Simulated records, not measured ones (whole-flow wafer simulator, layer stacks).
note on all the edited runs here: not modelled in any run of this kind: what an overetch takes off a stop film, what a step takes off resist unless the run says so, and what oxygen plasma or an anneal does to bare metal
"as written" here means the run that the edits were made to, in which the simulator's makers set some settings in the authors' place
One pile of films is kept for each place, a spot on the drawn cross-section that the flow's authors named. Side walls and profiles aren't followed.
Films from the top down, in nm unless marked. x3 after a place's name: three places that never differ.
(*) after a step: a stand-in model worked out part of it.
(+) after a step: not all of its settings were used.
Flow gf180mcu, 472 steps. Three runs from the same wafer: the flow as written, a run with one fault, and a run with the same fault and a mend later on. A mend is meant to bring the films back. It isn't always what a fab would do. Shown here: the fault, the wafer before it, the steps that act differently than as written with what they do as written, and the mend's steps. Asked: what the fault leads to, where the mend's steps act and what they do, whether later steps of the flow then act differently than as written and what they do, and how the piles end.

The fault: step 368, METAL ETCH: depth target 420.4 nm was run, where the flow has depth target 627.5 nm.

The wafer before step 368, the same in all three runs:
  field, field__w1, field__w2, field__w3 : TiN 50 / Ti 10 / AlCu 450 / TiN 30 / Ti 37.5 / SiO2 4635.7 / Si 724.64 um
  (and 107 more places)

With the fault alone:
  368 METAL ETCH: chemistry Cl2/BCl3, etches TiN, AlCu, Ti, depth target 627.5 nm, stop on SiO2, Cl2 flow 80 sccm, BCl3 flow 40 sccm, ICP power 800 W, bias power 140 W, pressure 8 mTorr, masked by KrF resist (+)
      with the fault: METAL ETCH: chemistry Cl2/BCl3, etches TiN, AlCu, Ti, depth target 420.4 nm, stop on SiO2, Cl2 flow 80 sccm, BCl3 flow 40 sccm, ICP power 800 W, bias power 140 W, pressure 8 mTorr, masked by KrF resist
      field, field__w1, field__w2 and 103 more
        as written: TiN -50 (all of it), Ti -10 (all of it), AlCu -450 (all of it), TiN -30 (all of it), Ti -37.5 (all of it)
        with the fault: TiN -50 (all of it), Ti -10 (all of it), AlCu -360.4
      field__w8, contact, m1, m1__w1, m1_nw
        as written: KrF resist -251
        with the fault: KrF resist -168.2
  Later steps of the flow that act differently than as written:
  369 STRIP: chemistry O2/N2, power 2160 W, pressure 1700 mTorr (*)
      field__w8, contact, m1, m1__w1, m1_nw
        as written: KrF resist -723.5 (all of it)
        with the fault: KrF resist -806.4 (all of it)
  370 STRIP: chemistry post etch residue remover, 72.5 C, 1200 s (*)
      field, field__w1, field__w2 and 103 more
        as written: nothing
        with the fault: AlCu -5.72
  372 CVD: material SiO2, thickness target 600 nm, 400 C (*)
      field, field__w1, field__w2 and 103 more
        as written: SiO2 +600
        with the fault: SiO2 +600 (new film)
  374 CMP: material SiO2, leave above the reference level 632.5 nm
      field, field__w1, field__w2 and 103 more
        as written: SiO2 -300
        with the fault: SiO2 -451.4
  At the end the piles differ from the flow's by more than 2% or 0.5 nm, whichever is larger, at field, field__w1, field__w2 and 104 more.
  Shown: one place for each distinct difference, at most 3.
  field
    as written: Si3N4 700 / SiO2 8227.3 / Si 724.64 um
    with the fault: Si3N4 700 / SiO2 3440.2 / AlCu 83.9 / TiN 30 / Ti 37.5 / SiO2 4635.7 / Si 724.64 um
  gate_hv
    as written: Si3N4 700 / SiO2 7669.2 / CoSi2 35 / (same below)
    with the fault: Si3N4 700 / SiO2 3440.2 / AlCu 83.9 / TiN 30 / Ti 37.5 / SiO2 4077.6 / CoSi2 35 / (same below)
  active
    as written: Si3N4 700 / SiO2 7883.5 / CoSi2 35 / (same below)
    with the fault: Si3N4 700 / SiO2 3440.2 / AlCu 83.9 / TiN 30 / Ti 37.5 / SiO2 4291.9 / CoSi2 35 / (same below)

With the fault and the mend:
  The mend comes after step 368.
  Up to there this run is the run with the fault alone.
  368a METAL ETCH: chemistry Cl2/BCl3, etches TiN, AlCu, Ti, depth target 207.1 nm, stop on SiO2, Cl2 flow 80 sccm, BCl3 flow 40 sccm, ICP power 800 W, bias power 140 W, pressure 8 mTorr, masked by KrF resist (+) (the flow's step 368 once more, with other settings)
      field, field__w1, field__w2 and 103 more
        AlCu -89.6 (all of it), TiN -30 (all of it), Ti -37.5 (all of it)
      field__w8, contact, m1, m1__w1, m1_nw
        KrF resist -82.8
  No later step of the flow acts differently than as written at any place that is followed.
  At the end the piles are the same as the flow's at every place that both follow.
